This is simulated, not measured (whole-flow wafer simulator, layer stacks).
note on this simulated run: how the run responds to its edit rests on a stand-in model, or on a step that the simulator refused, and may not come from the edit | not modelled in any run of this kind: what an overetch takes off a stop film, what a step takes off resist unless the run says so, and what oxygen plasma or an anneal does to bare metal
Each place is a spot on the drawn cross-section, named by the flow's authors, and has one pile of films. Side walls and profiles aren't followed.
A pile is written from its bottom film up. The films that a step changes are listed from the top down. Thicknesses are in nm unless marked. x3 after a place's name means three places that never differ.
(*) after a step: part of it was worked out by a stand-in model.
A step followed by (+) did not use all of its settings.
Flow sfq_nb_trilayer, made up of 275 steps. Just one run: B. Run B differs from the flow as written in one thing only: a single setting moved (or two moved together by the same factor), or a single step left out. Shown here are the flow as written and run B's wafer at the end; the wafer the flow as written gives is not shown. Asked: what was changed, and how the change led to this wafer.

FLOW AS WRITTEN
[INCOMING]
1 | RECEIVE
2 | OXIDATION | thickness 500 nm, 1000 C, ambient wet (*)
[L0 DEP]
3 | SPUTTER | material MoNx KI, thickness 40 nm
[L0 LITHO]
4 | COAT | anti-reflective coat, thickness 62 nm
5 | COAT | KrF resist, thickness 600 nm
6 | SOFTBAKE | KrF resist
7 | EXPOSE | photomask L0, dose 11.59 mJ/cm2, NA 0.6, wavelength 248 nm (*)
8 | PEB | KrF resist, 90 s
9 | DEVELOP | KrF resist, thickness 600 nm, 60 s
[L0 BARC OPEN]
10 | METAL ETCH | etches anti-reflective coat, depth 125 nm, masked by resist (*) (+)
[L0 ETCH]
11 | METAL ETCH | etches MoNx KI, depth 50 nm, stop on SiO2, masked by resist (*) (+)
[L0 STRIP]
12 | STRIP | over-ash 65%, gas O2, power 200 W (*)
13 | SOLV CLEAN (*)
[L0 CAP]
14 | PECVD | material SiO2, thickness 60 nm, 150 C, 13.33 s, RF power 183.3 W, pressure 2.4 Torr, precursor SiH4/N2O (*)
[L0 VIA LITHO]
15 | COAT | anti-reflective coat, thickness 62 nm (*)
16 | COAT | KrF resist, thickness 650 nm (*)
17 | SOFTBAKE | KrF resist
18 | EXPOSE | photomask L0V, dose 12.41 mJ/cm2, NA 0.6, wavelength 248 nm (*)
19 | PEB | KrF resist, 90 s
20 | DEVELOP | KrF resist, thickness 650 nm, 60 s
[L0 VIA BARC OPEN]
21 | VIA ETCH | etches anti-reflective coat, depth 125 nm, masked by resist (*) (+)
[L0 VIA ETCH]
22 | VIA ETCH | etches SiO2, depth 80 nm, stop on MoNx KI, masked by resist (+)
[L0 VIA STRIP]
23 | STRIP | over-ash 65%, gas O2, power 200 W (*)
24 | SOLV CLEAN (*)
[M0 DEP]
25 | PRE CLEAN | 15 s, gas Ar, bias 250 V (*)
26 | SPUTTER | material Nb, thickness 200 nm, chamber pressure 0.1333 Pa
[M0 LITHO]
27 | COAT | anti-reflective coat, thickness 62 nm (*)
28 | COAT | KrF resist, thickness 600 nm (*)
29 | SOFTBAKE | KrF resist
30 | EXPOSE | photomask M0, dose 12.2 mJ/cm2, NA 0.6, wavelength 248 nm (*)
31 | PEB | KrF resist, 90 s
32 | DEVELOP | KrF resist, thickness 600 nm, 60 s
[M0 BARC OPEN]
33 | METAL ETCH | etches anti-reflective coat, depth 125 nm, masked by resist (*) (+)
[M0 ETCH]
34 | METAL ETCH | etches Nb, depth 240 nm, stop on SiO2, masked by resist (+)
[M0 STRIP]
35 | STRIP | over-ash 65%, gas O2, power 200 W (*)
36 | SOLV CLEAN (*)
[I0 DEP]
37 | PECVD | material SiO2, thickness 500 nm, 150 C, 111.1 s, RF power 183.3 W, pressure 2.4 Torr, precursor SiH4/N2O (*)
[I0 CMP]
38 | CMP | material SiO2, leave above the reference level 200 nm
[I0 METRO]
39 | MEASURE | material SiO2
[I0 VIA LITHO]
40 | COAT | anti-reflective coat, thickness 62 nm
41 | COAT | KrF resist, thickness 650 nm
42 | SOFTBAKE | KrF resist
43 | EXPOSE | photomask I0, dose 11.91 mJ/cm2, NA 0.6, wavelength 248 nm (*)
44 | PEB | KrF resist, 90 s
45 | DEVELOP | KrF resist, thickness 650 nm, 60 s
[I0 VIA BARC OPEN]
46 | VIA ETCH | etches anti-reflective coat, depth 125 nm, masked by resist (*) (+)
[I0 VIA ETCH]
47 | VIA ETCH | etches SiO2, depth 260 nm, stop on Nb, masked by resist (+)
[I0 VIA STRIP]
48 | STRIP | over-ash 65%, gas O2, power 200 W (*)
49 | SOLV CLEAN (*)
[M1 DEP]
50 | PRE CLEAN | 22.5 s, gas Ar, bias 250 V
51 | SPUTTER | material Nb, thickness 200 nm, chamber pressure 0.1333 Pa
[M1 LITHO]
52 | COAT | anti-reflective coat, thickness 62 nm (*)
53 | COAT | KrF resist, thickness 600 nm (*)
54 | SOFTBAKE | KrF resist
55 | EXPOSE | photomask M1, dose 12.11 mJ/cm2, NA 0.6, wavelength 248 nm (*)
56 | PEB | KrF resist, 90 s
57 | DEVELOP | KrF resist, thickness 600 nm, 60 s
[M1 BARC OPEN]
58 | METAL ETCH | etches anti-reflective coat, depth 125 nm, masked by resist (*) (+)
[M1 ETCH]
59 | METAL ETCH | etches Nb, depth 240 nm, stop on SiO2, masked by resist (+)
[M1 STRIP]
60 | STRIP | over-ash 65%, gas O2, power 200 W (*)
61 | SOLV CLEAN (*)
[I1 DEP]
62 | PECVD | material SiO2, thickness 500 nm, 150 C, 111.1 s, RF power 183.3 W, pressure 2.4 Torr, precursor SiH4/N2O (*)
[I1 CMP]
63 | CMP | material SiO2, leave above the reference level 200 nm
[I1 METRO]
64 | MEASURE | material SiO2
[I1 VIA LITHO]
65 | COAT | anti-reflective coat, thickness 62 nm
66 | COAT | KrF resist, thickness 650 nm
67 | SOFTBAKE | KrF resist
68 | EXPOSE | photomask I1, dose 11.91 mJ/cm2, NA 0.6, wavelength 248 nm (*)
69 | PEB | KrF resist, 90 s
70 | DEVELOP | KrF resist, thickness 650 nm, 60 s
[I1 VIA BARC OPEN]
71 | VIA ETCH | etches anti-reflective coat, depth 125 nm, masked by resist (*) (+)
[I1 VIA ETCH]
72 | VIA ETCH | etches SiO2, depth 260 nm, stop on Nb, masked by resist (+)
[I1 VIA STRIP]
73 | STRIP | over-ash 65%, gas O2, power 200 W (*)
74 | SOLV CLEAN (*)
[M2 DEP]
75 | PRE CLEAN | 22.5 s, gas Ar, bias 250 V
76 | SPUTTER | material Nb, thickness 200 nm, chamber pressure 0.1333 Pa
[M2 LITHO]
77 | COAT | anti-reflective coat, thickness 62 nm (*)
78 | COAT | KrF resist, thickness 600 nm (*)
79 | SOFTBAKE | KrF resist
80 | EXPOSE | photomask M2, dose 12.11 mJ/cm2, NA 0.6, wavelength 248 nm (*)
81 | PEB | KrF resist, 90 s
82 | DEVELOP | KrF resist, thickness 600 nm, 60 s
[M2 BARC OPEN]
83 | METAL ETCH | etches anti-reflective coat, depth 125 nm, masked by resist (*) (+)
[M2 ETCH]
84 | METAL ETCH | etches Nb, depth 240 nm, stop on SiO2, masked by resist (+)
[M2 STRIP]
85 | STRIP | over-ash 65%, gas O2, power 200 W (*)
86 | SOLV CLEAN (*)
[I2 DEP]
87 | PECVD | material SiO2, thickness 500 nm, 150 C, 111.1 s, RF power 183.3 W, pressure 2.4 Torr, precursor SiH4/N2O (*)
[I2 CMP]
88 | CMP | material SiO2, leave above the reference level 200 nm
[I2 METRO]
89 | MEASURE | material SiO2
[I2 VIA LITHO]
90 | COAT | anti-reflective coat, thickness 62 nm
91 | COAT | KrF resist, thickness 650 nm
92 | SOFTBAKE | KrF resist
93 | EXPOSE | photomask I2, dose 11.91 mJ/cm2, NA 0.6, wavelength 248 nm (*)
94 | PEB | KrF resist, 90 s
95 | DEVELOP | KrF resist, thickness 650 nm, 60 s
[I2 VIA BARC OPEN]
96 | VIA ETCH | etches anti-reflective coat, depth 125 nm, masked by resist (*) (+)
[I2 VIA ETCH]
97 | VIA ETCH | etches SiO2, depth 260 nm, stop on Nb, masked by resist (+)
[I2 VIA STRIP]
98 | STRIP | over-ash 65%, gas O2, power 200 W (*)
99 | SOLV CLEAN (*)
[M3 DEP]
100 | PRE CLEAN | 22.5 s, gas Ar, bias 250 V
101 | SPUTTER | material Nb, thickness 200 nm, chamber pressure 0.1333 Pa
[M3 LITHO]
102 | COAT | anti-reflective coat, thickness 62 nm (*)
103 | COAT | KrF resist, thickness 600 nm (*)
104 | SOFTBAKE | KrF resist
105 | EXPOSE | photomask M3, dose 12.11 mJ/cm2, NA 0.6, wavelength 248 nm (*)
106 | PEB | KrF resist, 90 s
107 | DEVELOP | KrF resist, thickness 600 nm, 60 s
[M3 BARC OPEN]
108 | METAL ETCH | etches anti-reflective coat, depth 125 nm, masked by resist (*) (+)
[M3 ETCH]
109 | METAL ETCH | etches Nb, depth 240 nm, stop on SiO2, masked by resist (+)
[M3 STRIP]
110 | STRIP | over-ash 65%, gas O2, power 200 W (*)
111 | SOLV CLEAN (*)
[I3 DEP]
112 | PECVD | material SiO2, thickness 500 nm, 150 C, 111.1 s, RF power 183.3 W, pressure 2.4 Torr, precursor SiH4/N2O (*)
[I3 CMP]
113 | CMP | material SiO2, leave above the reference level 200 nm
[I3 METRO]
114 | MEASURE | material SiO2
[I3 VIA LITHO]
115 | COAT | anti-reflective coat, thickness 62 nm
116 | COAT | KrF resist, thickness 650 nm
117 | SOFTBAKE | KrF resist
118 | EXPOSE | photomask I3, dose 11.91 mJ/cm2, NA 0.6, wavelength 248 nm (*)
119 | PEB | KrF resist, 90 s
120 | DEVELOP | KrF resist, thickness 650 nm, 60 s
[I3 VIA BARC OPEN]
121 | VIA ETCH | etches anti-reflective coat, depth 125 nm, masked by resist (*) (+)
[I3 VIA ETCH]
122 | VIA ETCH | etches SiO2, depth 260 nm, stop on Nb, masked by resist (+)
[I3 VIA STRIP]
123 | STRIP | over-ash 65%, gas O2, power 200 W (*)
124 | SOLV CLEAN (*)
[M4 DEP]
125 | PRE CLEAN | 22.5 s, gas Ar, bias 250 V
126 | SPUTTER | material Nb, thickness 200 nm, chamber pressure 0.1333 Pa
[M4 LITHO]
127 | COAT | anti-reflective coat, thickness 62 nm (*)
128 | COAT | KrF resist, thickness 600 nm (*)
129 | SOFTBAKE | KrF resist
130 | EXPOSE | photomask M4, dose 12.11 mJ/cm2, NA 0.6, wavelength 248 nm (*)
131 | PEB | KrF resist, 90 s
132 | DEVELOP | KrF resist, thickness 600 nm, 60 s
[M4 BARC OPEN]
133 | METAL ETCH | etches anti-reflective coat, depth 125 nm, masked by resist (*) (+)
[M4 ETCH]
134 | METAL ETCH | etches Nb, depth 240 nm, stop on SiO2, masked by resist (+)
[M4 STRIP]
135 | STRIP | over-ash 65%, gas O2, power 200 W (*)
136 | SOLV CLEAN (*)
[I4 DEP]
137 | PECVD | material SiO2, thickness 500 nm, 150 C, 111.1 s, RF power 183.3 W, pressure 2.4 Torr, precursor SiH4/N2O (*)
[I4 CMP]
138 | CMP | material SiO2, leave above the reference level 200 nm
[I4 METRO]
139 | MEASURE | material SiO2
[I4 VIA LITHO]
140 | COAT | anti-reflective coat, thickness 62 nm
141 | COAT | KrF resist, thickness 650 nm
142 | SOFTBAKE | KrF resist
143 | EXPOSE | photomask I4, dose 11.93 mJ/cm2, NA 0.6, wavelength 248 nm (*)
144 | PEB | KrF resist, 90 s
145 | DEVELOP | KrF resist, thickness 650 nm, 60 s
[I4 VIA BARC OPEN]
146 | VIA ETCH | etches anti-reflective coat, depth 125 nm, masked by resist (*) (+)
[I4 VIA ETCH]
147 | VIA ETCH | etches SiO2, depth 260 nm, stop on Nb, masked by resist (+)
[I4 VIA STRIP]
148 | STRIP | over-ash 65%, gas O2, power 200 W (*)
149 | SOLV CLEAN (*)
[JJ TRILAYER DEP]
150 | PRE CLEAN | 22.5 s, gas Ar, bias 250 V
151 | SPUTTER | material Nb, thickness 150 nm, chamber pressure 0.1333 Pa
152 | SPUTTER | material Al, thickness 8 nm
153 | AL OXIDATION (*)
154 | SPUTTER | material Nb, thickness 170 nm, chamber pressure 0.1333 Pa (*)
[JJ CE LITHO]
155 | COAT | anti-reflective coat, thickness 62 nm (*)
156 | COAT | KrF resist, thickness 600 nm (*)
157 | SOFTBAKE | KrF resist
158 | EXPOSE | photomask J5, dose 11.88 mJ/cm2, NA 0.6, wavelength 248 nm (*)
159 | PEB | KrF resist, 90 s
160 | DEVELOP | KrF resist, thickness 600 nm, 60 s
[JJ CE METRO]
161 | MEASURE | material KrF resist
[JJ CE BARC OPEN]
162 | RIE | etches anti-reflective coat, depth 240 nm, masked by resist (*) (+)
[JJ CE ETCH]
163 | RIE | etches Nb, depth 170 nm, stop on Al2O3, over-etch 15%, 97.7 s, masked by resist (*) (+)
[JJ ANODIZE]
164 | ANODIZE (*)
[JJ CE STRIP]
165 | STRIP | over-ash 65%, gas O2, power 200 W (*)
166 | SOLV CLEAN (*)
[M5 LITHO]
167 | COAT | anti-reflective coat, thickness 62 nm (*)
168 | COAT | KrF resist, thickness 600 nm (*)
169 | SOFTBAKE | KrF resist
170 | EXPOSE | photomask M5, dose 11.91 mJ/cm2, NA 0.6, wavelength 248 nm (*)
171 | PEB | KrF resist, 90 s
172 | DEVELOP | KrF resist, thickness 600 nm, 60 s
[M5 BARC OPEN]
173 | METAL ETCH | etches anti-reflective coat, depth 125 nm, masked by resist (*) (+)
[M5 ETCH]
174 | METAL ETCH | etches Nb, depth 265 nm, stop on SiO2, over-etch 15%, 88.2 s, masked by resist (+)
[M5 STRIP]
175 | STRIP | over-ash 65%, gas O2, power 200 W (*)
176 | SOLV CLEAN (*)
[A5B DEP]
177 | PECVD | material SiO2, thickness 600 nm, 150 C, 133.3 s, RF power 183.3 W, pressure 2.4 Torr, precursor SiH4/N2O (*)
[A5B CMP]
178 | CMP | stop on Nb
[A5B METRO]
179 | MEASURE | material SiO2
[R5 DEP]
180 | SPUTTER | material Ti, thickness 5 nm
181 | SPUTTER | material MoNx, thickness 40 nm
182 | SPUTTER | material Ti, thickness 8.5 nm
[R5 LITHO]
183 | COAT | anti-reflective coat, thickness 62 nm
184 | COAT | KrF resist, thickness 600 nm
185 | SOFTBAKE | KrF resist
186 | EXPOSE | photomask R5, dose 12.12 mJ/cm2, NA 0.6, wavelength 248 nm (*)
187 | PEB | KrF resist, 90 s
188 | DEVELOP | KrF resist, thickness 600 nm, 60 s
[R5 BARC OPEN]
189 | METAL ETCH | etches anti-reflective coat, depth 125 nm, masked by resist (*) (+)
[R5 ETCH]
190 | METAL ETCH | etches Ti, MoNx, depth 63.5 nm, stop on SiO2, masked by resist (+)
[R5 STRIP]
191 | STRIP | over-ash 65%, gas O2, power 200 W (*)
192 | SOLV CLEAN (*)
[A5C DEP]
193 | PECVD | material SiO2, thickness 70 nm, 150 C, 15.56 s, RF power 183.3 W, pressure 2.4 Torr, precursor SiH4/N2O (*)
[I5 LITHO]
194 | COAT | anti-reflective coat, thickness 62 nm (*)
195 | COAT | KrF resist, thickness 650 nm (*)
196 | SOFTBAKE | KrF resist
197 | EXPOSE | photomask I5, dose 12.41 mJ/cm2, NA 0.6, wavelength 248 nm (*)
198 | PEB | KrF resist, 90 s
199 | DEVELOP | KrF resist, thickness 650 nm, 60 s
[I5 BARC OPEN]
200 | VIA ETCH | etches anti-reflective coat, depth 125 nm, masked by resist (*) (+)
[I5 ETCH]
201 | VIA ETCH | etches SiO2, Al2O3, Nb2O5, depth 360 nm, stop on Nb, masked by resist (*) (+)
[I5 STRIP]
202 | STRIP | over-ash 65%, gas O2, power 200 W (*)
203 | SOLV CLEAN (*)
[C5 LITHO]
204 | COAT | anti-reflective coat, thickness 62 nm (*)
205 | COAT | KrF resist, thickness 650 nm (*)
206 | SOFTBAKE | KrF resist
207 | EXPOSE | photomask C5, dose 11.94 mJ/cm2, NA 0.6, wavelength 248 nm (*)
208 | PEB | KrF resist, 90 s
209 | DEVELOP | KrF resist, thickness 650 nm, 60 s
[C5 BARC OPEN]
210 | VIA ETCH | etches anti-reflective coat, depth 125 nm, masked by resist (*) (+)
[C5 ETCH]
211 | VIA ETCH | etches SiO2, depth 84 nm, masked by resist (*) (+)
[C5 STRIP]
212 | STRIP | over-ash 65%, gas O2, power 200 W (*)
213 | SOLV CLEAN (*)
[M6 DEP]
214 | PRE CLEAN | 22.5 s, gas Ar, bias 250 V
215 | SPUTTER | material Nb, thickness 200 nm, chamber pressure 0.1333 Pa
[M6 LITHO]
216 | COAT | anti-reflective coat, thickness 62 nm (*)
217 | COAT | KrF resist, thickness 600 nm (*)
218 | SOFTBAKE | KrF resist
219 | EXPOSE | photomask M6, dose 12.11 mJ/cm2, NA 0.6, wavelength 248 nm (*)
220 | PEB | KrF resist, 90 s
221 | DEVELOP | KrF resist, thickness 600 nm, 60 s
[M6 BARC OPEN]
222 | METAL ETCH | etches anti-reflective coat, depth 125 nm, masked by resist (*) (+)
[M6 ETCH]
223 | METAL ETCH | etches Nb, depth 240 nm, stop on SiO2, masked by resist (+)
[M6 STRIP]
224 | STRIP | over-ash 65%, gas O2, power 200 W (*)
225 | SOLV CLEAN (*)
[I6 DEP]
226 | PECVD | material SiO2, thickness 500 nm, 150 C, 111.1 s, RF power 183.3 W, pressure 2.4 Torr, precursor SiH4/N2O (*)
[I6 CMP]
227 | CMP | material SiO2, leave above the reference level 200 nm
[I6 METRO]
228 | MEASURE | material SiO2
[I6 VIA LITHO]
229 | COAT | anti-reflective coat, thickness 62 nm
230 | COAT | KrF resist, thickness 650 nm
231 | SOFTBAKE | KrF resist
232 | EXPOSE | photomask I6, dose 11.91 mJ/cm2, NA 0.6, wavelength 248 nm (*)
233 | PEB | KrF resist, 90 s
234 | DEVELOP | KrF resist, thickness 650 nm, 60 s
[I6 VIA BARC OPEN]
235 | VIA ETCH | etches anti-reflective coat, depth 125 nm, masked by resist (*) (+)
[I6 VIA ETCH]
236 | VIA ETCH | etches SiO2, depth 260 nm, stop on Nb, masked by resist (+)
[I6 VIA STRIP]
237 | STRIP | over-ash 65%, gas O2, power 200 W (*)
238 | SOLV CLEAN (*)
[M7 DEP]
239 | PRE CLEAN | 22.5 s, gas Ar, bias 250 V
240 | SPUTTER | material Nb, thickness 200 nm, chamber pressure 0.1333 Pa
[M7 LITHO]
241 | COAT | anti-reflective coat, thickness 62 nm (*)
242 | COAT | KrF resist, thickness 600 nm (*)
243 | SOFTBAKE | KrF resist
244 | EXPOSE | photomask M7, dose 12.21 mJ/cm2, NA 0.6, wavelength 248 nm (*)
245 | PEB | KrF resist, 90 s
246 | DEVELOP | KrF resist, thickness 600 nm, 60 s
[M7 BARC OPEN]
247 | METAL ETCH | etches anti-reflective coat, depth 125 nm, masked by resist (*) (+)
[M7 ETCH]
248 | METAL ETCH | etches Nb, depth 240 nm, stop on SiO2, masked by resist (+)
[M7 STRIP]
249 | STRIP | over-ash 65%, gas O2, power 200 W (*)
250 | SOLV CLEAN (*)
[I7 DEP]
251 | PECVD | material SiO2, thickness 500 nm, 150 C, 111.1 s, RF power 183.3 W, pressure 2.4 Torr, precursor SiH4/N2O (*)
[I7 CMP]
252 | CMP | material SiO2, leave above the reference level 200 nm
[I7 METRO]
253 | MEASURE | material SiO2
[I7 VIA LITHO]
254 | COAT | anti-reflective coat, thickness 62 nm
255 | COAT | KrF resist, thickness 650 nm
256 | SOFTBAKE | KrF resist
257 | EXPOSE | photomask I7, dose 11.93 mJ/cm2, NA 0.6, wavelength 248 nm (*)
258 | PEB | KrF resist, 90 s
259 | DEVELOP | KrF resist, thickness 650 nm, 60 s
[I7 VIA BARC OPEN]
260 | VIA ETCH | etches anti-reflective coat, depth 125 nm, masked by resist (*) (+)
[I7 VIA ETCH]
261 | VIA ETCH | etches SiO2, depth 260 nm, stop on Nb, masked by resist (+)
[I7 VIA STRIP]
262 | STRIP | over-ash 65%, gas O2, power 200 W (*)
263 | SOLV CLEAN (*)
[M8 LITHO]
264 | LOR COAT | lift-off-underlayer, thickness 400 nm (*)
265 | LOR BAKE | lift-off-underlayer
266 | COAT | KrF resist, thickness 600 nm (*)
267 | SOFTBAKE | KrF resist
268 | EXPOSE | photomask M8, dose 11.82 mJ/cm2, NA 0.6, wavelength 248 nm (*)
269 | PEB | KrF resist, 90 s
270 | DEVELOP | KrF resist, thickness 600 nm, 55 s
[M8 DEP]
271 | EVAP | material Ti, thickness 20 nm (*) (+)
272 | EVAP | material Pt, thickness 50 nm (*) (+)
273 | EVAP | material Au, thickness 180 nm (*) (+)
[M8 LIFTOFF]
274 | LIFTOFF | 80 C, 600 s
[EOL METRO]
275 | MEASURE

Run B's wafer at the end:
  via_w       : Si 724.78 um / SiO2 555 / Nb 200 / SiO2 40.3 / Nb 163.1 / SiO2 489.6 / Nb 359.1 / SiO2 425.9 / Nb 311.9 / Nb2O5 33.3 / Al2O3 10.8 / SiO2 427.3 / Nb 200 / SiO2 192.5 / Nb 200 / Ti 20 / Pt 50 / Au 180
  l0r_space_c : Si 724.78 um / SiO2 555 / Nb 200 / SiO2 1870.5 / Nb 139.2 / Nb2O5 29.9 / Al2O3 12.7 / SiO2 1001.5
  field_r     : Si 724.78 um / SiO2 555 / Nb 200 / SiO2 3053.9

Cause: step 38, CMP: leave above the reference level 308 nm was run, though the flow has leave above the reference level 200 nm.

The path from the change to this, step by step:
  38 | CMP | material SiO2, leave above the reference level 200 nm
      v_sur, via_wl, via_w and 94 more: SiO2 loses 192 (in the flow as written it would be: SiO2 loses 300)
      field_l, l0_sur, l0r_line_l, l0r_line_c, l0r_line_r: SiO2 loses 232 (in the flow as written it would be: SiO2 loses 340)
      (and at 4 other places as well)
  47 | VIA ETCH | etches SiO2, depth 260 nm, stop on Nb, masked by resist (+)
      via_w: SiO2 loses 260 (in the flow as written it would be: SiO2 loses 199.8 (all of it))
  50 | PRE CLEAN | 22.5 s, gas Ar, bias 250 V
      via_w: SiO2 loses 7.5 (in the flow as written it would be: Nb loses 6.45)
  51 | SPUTTER | material Nb, thickness 200 nm, chamber pressure 0.1333 Pa
      via_w: Nb gains 163.1 (new film) (in the flow as written it would be: Nb gains 174.5)
  52 | COAT | anti-reflective coat, thickness 62 nm (*)
      via_w: anti-reflective coat gains 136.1 (new film) (in the flow as written it would be: anti-reflective coat gains 123.1 (new film))
      via_wr: anti-reflective coat gains 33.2 (new film) (in the flow as written it would be: anti-reflective coat gains 34.9 (new film))
  53 | COAT | KrF resist, thickness 600 nm (*)
      via_w: KrF resist gains 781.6 (new film) (in the flow as written it would be: KrF resist gains 731.8 (new film))
  60 | STRIP | over-ash 65%, gas O2, power 200 W (*)
      via_w: KrF resist loses 563.6 (all of it), anti-reflective coat loses 136.1 (all of it) (in the flow as written it would be: KrF resist loses 513.8 (all of it), anti-reflective coat loses 123.1 (all of it))
      via_wr: KrF resist loses 378.6 (all of it), anti-reflective coat loses 33.2 (all of it) (in the flow as written it would be: KrF resist loses 384.4 (all of it), anti-reflective coat loses 34.9 (all of it))
  62 | PECVD | material SiO2, thickness 500 nm, 150 C, 111.1 s, RF power 183.3 W, pressure 2.4 Torr, precursor SiH4/N2O (*)
      via_w: SiO2 gains 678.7 (new film) (in the flow as written it would be: SiO2 gains 606 (new film))
With metal films that touch counted as one body, via_w has 6 bodies (between them, from the top down: SiO2 192.5; SiO2 427.3 / Al2O3 10.8 / Nb2O5 33.3; SiO2 425.9; SiO2 489.6; SiO2 40.3); the flow as written gives 5 bodies (between them, from the top down: SiO2 192.5; SiO2 427.3 / Al2O3 10.8 / Nb2O5 33.3; SiO2 425.9; SiO2 416.9).
